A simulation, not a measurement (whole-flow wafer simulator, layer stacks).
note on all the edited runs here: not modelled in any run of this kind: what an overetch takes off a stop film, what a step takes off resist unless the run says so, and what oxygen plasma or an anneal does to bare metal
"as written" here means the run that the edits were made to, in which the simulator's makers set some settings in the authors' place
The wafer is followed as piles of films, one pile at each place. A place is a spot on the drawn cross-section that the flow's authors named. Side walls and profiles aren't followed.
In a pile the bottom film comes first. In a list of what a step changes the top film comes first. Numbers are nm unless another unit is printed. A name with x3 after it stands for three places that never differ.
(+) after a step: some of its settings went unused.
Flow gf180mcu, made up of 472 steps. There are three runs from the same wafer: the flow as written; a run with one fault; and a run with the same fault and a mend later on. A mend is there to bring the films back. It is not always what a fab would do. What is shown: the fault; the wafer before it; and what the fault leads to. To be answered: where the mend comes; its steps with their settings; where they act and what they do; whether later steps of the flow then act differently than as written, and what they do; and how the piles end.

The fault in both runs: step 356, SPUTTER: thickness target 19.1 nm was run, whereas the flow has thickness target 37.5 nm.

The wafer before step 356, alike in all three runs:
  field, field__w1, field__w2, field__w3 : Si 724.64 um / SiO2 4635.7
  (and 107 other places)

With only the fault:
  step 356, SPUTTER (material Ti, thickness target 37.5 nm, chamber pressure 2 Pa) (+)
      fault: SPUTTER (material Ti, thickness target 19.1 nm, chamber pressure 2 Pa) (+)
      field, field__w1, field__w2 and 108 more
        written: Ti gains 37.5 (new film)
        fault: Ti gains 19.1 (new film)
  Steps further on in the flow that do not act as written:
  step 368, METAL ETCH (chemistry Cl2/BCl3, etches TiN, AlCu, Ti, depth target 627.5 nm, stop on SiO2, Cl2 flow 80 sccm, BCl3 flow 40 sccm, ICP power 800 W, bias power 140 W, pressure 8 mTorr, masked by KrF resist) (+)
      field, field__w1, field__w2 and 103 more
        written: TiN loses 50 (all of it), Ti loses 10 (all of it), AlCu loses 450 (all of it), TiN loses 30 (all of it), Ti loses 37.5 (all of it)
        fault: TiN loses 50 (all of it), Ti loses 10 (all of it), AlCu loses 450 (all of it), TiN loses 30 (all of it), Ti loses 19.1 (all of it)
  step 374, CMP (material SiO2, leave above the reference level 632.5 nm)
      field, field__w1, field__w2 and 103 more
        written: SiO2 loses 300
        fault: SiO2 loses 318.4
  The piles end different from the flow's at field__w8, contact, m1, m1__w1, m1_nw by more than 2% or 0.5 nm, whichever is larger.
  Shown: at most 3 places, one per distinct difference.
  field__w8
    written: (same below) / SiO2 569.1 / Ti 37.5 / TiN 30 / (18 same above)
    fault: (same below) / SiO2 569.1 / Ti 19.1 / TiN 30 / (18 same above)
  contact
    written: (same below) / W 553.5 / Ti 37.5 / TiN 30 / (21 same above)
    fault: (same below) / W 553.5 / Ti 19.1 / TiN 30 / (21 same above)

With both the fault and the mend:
  The mend stands after step 356.
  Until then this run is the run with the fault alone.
  step 356a, SPUTTER (material Ti, thickness target 18.4 nm, chamber pressure 2 Pa) (+) (the flow's step 356 again, with other settings)
      field, field__w1, field__w2 and 108 more
        Ti gains 18.4
  Every later step of the flow that is run acts as written at every place that is followed.
  At every place that both follow, the piles at the end match the flow's.
